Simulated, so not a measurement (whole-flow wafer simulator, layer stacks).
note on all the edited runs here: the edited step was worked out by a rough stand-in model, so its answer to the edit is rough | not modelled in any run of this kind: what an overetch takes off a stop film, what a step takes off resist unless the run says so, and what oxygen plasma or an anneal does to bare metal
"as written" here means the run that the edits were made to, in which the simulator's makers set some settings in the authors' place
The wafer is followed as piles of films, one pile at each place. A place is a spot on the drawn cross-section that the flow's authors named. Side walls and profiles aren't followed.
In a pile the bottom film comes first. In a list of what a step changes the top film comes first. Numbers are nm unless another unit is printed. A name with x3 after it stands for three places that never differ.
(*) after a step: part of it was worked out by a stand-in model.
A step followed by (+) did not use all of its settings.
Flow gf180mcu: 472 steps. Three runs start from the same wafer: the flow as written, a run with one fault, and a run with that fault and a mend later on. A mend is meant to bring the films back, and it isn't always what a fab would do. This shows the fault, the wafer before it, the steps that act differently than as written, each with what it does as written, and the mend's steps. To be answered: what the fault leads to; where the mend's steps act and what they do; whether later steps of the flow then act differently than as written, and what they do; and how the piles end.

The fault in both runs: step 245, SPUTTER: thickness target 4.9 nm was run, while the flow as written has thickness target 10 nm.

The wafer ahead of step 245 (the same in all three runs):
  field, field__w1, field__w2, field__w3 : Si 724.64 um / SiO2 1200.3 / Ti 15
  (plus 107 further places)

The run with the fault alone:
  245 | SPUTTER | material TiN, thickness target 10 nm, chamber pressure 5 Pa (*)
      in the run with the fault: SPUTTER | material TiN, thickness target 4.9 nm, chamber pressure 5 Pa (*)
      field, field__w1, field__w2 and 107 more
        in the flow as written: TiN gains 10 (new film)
        in the run with the fault: TiN gains 4.9 (new film)
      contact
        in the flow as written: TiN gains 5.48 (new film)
        in the run with the fault: TiN gains 2.69 (new film)
  Later steps of the flow acting differently than as written (1 other step is not shown; it differs only slightly, by no more than 2% or 0.5 nm, whichever is larger):
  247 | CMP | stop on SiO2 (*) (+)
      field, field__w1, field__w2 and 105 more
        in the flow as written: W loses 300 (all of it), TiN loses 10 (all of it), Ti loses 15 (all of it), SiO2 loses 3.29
        in the run with the fault: W loses 300 (all of it), TiN loses 4.9 (all of it), Ti loses 15 (all of it), SiO2 loses 3.24
  The piles end different from the flow's at contact, polyc_n, polyc_p by more than 2% or 0.5 nm, whichever is larger.
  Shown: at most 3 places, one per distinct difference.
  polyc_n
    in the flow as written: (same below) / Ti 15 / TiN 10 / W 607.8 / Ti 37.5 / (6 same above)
    in the run with the fault: (same below) / Ti 15 / TiN 4.9 / W 612.9 / Ti 37.5 / (6 same above)
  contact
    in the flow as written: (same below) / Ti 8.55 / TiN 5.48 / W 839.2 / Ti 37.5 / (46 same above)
    in the run with the fault: (same below) / Ti 8.55 / TiN 2.69 / W 842.1 / Ti 37.5 / (46 same above)

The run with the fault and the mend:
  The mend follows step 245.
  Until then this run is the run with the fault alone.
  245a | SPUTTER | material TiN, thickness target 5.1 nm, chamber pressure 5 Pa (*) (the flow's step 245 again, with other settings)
      field, field__w1, field__w2 and 107 more
        TiN gains 5.1
      contact
        TiN gains 2.79
  None of the later steps of the flow acts differently than as written at any place that is followed.
  The piles end the same as the flow's at every place that both follow.
